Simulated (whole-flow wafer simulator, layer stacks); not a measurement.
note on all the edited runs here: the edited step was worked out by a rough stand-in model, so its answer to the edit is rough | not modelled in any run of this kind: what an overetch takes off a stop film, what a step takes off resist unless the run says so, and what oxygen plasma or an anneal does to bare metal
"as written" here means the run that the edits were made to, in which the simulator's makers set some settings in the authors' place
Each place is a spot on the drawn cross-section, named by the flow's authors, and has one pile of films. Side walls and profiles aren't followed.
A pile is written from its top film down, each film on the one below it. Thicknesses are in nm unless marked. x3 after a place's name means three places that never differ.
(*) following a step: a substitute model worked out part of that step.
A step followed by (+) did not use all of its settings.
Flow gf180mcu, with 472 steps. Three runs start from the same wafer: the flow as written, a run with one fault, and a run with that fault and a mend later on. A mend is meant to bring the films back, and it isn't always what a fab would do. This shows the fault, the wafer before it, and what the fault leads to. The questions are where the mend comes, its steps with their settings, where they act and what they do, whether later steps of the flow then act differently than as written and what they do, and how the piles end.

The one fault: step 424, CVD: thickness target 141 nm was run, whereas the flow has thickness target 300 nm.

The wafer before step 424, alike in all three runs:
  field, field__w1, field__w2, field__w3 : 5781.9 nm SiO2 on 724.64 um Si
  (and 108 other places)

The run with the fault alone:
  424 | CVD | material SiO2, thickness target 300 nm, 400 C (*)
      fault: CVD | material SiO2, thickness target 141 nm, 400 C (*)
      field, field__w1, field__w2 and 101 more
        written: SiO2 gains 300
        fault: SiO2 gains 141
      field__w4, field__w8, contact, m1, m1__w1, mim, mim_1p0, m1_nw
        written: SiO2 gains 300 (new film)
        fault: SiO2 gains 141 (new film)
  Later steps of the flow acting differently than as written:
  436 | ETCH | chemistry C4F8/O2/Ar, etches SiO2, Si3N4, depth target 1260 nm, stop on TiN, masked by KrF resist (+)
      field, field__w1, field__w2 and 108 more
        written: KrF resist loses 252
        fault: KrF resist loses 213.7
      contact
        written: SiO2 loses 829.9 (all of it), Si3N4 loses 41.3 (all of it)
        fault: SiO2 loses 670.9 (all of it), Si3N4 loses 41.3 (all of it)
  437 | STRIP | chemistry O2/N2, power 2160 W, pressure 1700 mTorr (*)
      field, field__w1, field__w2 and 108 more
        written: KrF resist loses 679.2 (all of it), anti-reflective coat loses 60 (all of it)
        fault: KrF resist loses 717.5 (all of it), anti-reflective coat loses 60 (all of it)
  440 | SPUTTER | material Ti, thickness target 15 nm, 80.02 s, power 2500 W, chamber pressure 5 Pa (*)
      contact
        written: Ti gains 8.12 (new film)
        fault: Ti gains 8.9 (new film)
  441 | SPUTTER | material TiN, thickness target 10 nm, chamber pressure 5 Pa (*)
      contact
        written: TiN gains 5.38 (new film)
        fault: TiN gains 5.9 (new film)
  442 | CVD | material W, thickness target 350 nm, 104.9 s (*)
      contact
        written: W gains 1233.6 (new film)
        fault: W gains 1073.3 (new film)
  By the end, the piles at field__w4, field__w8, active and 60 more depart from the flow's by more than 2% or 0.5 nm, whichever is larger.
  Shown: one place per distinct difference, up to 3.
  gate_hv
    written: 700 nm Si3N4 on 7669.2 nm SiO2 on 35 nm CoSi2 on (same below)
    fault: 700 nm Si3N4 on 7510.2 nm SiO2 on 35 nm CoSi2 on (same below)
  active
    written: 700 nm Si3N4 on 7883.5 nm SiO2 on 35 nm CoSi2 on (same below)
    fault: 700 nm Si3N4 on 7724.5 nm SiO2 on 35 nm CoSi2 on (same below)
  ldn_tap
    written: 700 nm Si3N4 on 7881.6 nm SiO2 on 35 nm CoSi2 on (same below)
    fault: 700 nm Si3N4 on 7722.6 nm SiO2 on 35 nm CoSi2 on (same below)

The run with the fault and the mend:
  After step 424 comes the mend.
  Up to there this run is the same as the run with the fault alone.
  424a | CVD | material SiO2, thickness target 159 nm, 400 C (*) (the flow's step 424 again, with other settings)
      field, field__w1, field__w2 and 109 more
        SiO2 gains 159
  None of the later steps of the flow acts differently than as written at any place that is followed.
  By the end, the piles equal the flow's at every place that both follow.
